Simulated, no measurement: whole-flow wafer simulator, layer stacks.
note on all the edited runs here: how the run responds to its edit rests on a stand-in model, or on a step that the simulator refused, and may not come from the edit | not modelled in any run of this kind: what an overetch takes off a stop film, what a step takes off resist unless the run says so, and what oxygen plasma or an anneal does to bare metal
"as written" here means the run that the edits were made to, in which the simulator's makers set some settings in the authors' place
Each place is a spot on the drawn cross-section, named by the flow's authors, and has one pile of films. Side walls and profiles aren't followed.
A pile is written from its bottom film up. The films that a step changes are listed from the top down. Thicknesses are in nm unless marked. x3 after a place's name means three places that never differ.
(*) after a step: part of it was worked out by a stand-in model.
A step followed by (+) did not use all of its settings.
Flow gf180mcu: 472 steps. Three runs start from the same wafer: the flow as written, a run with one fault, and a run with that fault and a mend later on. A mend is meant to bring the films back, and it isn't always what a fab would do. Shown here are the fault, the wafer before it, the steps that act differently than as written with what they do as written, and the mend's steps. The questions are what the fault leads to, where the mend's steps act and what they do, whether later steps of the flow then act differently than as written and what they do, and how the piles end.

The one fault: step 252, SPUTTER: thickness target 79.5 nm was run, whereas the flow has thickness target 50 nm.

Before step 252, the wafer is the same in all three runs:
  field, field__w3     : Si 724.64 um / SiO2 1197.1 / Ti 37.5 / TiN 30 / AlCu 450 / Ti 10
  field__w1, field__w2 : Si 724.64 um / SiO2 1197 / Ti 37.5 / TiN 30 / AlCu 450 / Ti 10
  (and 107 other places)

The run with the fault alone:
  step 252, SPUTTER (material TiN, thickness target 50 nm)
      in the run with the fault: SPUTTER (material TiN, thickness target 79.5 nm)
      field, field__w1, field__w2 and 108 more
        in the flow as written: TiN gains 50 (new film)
        in the run with the fault: TiN gains 79.5 (new film)
  Steps later in the flow that act otherwise than as written (3 more steps, not shown, differ only slightly: by at most 2% or 0.5 nm, whichever is larger):
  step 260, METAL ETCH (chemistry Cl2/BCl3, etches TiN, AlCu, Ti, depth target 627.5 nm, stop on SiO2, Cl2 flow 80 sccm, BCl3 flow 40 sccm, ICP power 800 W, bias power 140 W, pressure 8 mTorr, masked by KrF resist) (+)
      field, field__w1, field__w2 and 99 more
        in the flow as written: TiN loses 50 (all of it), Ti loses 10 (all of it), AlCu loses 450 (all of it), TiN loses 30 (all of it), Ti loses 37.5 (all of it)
        in the run with the fault: TiN loses 79.5 (all of it), Ti loses 10 (all of it), AlCu loses 450 (all of it), TiN loses 30 (all of it), Ti loses 37.5 (all of it)
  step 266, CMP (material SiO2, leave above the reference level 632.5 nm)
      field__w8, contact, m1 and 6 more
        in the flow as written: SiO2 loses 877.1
        in the run with the fault: SiO2 loses 906.6
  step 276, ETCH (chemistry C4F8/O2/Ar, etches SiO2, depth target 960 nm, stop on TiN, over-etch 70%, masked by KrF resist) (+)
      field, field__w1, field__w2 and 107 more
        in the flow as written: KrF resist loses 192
        in the run with the fault: KrF resist loses 184.6
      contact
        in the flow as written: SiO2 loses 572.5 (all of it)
        in the run with the fault: SiO2 loses 543 (all of it)
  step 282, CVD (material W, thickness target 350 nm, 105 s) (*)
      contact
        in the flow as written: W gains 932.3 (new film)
        in the run with the fault: W gains 902.5 (new film)
  The piles end different from the flow's at field__w8, contact, m1 and 6 more by more than 2% or 0.5 nm, whichever is larger.
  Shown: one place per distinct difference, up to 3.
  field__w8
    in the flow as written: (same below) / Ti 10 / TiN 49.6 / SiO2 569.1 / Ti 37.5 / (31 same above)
    in the run with the fault: (same below) / Ti 10 / TiN 79.1 / SiO2 539.6 / Ti 37.5 / (31 same above)
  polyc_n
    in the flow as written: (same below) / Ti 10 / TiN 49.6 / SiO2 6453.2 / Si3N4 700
    in the run with the fault: (same below) / Ti 10 / TiN 79.1 / SiO2 6423.7 / Si3N4 700
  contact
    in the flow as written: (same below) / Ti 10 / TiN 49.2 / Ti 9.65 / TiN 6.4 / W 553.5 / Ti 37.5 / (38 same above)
    in the run with the fault: (same below) / Ti 10 / TiN 78.7 / Ti 9.82 / TiN 6.51 / W 523.7 / Ti 37.5 / (38 same above)

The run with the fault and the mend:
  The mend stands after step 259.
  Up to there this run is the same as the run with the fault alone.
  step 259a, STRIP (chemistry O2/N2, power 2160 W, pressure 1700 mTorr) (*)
      field__w8, contact, m1 and 6 more
        KrF resist loses 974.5 (all of it)
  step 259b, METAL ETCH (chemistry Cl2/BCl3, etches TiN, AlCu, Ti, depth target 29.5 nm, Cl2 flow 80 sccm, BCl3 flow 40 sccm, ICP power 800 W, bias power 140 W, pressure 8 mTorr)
      field, field__w1, field__w2 and 108 more
        TiN loses 29.5
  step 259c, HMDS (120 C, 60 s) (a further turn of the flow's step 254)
      leaves every film unchanged at each place that is followed
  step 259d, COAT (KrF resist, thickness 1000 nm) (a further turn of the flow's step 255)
      field, field__w1, field__w2 and 108 more
        KrF resist gains 1000 (new film)
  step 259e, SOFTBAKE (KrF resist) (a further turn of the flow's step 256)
      leaves every film unchanged at each place that is followed
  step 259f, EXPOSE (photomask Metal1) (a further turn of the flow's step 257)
      leaves every film unchanged at each place that is followed
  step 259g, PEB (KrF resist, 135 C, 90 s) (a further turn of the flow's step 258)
      field, field__w1, field__w2 and 108 more
        KrF resist loses 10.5
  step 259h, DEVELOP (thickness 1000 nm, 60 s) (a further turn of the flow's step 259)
      field, field__w1, field__w2 and 99 more
        KrF resist loses 989.5 (all of it)
      field__w8, contact, m1 and 6 more
        KrF resist loses 14.9
  Every later step of the flow that is run acts as written at every place that is followed.
  The piles end the same as the flow's at every place that both follow.
